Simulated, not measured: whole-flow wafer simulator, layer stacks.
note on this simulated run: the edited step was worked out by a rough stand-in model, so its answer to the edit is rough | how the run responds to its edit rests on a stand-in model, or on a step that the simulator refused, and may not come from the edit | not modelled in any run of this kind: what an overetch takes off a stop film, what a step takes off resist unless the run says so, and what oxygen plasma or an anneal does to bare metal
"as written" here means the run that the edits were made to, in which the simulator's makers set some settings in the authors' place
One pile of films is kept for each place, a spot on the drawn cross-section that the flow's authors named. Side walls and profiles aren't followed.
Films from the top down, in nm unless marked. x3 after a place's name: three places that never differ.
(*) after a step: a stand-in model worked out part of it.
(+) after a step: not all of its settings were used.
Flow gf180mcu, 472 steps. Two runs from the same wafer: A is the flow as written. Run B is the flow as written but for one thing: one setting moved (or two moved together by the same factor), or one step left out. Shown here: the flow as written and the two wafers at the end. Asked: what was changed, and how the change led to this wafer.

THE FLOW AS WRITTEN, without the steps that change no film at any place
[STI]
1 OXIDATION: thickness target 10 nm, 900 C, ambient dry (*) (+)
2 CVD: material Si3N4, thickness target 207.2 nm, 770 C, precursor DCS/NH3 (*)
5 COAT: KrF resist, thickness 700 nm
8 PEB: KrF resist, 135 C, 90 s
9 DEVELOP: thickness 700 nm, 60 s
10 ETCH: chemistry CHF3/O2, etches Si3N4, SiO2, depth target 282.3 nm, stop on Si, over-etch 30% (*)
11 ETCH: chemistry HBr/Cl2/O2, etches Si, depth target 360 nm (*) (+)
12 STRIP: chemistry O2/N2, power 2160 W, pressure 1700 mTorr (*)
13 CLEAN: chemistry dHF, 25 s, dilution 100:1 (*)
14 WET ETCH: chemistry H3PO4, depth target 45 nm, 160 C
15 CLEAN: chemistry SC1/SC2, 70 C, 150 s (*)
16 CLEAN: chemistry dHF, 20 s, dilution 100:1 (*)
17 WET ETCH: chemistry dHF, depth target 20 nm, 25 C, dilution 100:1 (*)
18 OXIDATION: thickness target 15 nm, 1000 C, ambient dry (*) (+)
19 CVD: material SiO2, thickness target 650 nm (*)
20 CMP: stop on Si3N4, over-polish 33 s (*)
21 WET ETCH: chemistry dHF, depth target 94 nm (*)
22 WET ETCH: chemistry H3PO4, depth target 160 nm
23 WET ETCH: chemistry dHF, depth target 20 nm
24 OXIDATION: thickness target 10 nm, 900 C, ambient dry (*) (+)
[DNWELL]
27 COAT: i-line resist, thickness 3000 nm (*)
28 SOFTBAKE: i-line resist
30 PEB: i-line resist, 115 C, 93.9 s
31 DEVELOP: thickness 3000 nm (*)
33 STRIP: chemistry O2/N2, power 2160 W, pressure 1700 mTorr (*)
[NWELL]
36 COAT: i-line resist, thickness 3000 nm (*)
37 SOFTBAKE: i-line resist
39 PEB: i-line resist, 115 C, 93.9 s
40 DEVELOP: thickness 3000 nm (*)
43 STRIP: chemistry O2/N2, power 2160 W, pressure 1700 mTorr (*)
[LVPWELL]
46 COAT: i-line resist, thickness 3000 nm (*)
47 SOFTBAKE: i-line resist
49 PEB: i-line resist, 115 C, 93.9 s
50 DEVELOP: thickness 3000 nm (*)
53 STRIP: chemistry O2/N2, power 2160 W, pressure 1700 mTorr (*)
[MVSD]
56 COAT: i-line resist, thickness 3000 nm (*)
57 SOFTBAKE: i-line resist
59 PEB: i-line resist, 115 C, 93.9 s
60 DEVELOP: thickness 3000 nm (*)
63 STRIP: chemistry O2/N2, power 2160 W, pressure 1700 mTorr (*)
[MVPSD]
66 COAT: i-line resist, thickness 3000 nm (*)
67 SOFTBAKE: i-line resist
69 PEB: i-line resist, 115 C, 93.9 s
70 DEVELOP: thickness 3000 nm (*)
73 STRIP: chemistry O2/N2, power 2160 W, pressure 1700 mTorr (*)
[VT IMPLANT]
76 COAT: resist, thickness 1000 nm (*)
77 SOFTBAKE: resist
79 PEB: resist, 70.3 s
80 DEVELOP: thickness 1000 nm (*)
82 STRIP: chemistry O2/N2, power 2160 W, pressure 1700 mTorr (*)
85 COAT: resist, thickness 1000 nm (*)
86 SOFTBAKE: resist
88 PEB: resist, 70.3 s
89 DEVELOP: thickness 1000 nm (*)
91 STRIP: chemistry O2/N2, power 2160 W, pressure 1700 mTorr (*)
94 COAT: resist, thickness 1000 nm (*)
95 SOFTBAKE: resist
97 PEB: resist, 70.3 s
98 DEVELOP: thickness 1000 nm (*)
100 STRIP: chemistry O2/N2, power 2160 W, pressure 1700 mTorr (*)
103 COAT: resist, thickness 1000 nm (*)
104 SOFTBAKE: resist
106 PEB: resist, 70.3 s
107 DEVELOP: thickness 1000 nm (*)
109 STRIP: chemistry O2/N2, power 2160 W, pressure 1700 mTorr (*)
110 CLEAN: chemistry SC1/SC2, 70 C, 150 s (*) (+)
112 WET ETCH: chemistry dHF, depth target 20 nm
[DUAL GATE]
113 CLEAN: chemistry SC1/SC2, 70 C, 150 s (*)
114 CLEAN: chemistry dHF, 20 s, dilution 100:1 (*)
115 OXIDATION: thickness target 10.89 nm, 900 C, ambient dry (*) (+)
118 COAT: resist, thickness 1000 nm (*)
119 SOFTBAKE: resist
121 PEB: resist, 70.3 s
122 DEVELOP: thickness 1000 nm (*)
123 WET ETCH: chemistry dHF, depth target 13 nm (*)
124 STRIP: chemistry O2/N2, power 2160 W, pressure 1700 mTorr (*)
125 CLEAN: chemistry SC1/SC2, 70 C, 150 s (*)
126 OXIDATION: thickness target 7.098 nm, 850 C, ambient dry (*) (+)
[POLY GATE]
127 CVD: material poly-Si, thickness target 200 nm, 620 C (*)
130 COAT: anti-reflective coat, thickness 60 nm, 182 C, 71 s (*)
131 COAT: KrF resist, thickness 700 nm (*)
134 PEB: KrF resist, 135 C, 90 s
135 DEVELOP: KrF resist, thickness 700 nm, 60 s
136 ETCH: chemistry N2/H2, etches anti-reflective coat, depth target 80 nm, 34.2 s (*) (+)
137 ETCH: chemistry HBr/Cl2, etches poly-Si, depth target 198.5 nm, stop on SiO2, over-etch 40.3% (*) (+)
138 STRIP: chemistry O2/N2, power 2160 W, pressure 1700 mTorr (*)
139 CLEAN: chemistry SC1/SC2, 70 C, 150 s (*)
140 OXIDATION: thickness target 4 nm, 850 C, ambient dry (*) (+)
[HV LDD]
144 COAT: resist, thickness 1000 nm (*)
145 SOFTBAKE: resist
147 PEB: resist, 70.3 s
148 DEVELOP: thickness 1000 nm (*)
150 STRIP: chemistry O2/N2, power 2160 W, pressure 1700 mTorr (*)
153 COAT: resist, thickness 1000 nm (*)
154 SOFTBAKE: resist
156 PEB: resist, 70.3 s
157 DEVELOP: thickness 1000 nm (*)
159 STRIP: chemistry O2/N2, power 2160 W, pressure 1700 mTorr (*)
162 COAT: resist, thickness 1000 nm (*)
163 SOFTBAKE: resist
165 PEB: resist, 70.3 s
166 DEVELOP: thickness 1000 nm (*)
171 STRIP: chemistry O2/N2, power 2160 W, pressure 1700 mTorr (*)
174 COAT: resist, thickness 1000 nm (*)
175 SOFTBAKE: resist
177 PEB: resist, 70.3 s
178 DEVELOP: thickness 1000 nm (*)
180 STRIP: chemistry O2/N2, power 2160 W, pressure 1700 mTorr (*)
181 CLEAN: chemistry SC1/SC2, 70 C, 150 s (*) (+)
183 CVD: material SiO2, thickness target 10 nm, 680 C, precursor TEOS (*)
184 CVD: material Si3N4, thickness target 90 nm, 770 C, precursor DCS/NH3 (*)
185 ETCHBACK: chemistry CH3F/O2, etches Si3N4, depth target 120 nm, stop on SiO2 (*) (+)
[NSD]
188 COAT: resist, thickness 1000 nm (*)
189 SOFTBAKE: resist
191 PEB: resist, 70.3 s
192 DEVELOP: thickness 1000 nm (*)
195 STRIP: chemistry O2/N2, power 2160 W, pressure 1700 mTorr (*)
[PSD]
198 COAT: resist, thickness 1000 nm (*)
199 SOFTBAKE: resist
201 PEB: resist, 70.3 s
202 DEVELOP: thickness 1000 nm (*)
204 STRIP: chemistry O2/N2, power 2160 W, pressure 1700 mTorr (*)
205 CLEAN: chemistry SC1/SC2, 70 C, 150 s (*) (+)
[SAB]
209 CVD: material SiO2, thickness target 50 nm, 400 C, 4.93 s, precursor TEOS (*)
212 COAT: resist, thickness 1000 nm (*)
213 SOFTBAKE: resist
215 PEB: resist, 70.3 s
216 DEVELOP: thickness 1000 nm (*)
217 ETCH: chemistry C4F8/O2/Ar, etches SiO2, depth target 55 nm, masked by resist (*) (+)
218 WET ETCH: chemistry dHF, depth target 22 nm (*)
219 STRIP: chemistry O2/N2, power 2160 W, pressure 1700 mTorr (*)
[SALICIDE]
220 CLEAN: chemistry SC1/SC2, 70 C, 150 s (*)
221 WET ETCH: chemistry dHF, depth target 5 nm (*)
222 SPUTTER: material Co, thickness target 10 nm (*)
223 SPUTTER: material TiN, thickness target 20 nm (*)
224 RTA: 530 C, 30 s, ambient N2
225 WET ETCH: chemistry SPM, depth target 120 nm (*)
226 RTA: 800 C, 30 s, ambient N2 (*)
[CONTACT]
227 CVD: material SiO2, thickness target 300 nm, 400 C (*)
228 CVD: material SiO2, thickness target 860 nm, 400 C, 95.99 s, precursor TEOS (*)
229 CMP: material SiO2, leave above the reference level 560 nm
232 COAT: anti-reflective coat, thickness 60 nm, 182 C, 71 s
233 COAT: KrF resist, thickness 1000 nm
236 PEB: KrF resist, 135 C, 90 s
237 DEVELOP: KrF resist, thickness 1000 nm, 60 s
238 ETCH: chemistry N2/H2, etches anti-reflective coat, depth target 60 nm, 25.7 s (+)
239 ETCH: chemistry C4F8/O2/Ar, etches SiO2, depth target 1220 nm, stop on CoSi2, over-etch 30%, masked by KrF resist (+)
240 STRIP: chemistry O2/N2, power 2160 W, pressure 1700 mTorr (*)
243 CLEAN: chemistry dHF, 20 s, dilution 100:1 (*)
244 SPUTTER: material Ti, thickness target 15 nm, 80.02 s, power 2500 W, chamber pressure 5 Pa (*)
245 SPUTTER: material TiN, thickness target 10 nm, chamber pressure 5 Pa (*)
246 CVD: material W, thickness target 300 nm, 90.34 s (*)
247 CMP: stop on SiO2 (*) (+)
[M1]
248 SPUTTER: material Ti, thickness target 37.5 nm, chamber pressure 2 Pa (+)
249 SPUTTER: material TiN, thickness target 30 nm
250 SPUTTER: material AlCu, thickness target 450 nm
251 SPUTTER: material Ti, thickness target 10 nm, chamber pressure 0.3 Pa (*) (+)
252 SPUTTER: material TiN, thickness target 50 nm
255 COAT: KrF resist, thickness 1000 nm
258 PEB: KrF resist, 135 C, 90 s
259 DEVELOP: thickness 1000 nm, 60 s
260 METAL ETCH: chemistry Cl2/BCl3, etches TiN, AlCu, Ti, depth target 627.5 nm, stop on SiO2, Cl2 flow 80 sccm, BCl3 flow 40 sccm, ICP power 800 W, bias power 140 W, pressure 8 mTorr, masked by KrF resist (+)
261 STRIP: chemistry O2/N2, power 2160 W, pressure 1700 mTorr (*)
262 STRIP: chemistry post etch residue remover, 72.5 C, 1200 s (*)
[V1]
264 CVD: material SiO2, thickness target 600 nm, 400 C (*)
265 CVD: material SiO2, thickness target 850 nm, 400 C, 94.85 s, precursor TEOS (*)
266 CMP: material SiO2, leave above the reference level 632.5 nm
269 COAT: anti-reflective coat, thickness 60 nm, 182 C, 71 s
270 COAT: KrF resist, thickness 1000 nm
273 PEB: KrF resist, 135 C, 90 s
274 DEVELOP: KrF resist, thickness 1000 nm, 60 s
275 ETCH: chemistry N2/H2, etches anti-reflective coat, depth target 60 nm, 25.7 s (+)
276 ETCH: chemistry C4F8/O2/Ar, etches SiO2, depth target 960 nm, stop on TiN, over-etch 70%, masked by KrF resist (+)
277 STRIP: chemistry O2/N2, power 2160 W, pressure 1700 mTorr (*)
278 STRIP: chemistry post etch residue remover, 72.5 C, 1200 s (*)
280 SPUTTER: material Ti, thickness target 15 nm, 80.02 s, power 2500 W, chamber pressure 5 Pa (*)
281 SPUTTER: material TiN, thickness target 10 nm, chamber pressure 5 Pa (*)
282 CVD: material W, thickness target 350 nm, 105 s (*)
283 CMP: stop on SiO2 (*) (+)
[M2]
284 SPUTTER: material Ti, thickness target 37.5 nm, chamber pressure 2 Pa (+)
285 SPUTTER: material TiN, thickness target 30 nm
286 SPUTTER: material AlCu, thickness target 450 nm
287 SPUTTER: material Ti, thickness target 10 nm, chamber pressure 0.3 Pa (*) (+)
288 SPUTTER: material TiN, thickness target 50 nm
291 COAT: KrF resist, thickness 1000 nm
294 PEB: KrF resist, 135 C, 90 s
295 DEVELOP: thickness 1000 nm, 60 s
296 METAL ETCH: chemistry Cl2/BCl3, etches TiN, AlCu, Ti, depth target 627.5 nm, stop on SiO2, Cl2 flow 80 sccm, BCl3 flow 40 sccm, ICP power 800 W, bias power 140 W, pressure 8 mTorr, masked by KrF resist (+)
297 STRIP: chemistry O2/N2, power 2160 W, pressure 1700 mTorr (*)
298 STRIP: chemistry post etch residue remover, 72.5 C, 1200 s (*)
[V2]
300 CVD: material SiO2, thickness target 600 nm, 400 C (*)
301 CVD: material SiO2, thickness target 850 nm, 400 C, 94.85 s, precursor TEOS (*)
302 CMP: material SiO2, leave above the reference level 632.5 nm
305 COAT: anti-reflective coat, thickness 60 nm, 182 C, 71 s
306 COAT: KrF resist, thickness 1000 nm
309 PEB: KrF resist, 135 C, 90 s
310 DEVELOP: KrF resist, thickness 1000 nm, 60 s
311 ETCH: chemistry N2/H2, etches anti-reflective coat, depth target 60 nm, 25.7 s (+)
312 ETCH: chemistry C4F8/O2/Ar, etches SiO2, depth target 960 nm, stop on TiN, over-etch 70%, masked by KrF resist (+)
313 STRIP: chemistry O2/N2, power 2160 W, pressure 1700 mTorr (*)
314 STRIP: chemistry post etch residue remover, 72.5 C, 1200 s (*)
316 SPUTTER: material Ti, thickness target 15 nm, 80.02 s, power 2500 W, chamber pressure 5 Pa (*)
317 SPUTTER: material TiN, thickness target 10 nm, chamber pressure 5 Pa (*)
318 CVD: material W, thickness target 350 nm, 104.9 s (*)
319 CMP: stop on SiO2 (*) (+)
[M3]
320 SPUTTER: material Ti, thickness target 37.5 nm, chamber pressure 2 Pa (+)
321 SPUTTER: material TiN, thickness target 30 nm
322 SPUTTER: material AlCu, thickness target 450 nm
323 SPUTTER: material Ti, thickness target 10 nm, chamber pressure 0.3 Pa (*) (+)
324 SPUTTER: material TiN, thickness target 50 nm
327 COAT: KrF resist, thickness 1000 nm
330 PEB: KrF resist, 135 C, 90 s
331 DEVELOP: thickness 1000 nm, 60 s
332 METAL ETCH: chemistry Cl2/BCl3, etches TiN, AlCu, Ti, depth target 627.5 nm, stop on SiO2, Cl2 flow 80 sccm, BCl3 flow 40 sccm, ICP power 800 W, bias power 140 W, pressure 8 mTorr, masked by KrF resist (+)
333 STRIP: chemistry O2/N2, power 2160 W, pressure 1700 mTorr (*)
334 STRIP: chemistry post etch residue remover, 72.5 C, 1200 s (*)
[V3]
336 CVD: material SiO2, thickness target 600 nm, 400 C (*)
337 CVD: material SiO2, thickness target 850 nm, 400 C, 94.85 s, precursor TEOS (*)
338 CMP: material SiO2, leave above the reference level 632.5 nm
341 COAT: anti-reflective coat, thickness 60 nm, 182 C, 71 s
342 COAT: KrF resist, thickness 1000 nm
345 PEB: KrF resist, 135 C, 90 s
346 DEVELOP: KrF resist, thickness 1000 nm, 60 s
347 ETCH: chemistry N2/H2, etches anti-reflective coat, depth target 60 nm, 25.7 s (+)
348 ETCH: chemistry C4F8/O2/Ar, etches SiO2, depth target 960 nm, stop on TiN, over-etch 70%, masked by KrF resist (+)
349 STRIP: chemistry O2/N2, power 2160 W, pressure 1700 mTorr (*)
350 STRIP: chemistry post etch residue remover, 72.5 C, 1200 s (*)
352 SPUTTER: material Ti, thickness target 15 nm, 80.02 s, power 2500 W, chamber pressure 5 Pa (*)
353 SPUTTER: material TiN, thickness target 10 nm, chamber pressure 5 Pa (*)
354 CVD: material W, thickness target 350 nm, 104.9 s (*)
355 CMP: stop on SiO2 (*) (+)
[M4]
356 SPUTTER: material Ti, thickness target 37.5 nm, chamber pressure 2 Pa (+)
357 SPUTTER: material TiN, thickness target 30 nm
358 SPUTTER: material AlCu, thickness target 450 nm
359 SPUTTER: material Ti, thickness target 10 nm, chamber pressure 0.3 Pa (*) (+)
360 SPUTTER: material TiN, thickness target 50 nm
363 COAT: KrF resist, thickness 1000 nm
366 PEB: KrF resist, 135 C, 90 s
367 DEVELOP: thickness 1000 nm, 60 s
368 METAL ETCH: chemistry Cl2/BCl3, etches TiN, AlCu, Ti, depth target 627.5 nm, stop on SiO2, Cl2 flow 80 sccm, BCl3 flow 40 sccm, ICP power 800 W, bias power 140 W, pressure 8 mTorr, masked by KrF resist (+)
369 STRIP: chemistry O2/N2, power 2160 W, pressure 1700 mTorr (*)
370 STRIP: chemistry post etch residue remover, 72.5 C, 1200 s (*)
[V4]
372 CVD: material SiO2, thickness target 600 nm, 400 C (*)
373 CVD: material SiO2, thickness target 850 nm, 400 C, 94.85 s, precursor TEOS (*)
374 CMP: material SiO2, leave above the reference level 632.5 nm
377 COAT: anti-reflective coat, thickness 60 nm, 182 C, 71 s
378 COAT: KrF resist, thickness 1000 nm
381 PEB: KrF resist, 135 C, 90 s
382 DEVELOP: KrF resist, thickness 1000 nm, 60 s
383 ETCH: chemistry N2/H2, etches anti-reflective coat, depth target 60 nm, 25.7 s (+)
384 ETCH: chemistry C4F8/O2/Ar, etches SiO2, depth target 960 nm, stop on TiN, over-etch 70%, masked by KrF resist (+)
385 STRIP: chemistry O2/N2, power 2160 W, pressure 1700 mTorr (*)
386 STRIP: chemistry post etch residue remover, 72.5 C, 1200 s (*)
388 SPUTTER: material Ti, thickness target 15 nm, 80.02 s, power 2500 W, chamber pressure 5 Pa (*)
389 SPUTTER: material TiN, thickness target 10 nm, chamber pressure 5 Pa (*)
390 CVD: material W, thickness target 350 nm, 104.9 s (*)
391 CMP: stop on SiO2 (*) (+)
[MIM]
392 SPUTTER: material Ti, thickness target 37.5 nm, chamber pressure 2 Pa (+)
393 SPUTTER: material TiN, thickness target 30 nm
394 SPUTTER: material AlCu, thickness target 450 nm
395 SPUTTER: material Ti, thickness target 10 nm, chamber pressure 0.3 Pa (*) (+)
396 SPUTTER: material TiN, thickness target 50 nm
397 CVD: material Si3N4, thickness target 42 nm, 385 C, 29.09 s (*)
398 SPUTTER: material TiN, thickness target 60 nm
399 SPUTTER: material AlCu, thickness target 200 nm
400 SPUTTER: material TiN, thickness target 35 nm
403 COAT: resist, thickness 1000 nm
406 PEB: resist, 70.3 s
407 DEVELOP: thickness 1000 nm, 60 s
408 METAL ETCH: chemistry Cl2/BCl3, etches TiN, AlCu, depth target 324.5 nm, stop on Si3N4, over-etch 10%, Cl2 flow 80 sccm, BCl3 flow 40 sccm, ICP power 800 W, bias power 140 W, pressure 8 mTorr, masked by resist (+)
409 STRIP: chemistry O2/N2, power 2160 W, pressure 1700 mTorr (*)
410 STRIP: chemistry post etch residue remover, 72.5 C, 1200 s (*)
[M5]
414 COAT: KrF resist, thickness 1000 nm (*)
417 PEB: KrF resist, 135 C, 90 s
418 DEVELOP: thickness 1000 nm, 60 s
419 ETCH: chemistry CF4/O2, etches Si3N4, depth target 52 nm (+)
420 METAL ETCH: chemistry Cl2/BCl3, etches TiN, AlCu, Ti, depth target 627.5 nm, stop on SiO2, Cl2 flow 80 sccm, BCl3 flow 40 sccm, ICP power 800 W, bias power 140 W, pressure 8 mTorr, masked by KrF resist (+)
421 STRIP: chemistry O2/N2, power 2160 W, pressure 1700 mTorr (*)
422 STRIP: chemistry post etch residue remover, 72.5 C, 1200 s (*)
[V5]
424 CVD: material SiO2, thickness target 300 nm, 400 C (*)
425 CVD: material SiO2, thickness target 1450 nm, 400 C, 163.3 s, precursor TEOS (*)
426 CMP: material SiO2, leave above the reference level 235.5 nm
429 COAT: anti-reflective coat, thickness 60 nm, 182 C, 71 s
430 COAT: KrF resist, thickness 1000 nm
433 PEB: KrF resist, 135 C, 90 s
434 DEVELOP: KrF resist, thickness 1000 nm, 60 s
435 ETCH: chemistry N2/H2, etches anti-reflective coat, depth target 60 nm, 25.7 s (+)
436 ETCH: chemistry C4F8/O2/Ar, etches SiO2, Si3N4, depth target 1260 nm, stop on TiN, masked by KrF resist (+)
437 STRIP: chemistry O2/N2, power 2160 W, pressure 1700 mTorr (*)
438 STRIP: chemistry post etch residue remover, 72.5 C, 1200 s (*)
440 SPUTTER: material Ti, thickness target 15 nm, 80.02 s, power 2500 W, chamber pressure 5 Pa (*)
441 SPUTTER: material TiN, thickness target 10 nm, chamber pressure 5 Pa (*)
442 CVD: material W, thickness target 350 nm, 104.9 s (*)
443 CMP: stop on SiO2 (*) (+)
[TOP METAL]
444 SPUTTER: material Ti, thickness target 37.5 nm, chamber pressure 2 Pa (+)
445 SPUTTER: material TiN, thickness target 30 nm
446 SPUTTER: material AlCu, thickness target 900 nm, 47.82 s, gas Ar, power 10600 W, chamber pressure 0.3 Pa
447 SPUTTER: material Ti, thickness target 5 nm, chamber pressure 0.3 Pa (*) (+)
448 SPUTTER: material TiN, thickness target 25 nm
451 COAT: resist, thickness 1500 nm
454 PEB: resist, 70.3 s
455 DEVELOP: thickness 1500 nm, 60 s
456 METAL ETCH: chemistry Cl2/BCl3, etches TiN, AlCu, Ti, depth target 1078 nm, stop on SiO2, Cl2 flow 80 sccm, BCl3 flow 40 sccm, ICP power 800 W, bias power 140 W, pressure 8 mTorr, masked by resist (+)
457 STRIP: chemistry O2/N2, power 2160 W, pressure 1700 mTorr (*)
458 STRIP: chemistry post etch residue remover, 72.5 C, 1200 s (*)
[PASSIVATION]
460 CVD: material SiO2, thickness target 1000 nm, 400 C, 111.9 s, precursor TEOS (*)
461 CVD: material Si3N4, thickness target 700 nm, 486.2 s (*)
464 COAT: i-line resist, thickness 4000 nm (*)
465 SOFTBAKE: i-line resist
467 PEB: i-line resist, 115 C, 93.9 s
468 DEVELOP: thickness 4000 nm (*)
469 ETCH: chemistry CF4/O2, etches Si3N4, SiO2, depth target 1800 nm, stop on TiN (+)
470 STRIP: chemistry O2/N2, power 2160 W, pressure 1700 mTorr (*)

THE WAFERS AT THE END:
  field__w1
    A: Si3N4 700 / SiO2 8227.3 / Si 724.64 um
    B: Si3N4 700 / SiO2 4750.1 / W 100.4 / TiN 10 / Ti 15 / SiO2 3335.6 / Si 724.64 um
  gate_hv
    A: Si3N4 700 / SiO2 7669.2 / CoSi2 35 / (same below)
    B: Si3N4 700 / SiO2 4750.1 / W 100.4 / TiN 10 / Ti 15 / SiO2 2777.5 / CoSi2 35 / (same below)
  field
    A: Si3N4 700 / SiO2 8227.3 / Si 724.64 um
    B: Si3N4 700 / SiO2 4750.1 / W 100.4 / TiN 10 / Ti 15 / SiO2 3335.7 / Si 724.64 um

The cause: step 301, CVD: thickness target 382 nm was run, where the flow has thickness target 850 nm; step 301, CVD: 42.68 s was run, where the flow has 94.85 s.

How the change led to this, step by step:
  301 CVD: material SiO2, thickness target 850 nm, 400 C, 94.85 s, precursor TEOS (*)
      field, field__w1, field__w2 and 108 more: A SiO2 +850 | B SiO2 +392.4
  302 CMP: material SiO2, leave above the reference level 632.5 nm
      field, field__w1, field__w2 and 103 more: A SiO2 -300 | B nothing
      field__w8, contact, m1, m1__w1, m1_nw: A SiO2 -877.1 | B SiO2 -419.5
  305 COAT: anti-reflective coat, thickness 60 nm, 182 C, 71 s
      field: A anti-reflective coat +60 (new film) | B anti-reflective coat +127.1 (new film)
      field__w1: A anti-reflective coat +60 (new film) | B anti-reflective coat +88.2 (new film)
      (and at 20 more places)
  306 COAT: KrF resist, thickness 1000 nm
      field: A KrF resist +1000 (new film) | B KrF resist +973.3 (new film)
      field__w1: A KrF resist +1000 (new film) | B KrF resist +974.8 (new film)
      (and at 13 more places)
  309 PEB: KrF resist, 135 C, 90 s
      polyc_n, polyc_n_rim: A KrF resist -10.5 | B KrF resist -12
      contact: A KrF resist -10.5 | B KrF resist -9.22
      (and at 6 more places)
  310 DEVELOP: KrF resist, thickness 1000 nm, 60 s
      contact: A KrF resist -989.5 (all of it) | B KrF resist -906.7 (all of it)
  311 ETCH: chemistry N2/H2, etches anti-reflective coat, depth target 60 nm, 25.7 s (+)
      contact: A anti-reflective coat -60 (all of it), SiO2 -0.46 | B anti-reflective coat -21.2 (all of it), SiO2 -1.46
  313 STRIP: chemistry O2/N2, power 2160 W, pressure 1700 mTorr (*)
      field: A KrF resist -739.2 (all of it), anti-reflective coat -60 (all of it) | B KrF resist -712.7 (all of it), anti-reflective coat -127.1 (all of it)
      field__w1: A KrF resist -739.2 (all of it), anti-reflective coat -60 (all of it) | B KrF resist -714.2 (all of it), anti-reflective coat -88.2 (all of it)
      (and at 19 more places)
  316 SPUTTER: material Ti, thickness target 15 nm, 80.02 s, power 2500 W, chamber pressure 5 Pa (*)
      contact: A Ti +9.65 (new film) | B Ti +10.6 (new film)
  317 SPUTTER: material TiN, thickness target 10 nm, chamber pressure 5 Pa (*)
      contact: A TiN +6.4 (new film) | B TiN +7.04 (new film)
  318 CVD: material W, thickness target 350 nm, 104.9 s (*)
      contact: A W +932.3 (new film) | B W +773.1 (new film)
  319 CMP: stop on SiO2 (*) (+)
      field, field__w1, field__w2 and 103 more: A W -350 (all of it), TiN -10 (all of it), Ti -15 (all of it), SiO2 -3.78 | B W -237.4
      field__w8, m1, m1__w1, m1_nw: A W -350 (all of it), TiN -10 (all of it), Ti -15 (all of it), SiO2 -3.78 | B W -350 (all of it), TiN -10 (all of it), Ti -15 (all of it), SiO2 -20
      (and at 1 more place)
  332 METAL ETCH: chemistry Cl2/BCl3, etches TiN, AlCu, Ti, depth target 627.5 nm, stop on SiO2, Cl2 flow 80 sccm, BCl3 flow 40 sccm, ICP power 800 W, bias power 140 W, pressure 8 mTorr, masked by KrF resist (+)
      field, field__w1, field__w2 and 103 more: A TiN -50 (all of it), Ti -10 (all of it), AlCu -450 (all of it), TiN -30 (all of it), Ti -37.5 (all of it) | B TiN -50 (all of it), Ti -10 (all of it), AlCu -450 (all of it), TiN -30 (all of it), Ti -37.5 (all of it), W -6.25
  334 STRIP: chemistry post etch residue remover, 72.5 C, 1200 s (*)
      field, field__w1, field__w2 and 103 more: A nothing | B W -6.01
  336 CVD: material SiO2, thickness target 600 nm, 400 C (*)
      field, field__w1, field__w2 and 103 more: A SiO2 +600 | B SiO2 +600 (new film)
  338 CMP: material SiO2, leave above the reference level 632.5 nm
      field, field__w1, field__w2 and 103 more: A SiO2 -300 | B SiO2 -287.7
Counting metal films that touch as one body, field__w1 has 1 body; the flow as written gives 0 bodies.
Counting metal films that touch as one body, gate_hv has 2 bodies (between them, from the top down: SiO2 2777.5); the flow as written gives 1 body.
Counting metal films that touch as one body, field has 1 body; the flow as written gives 0 bodies.
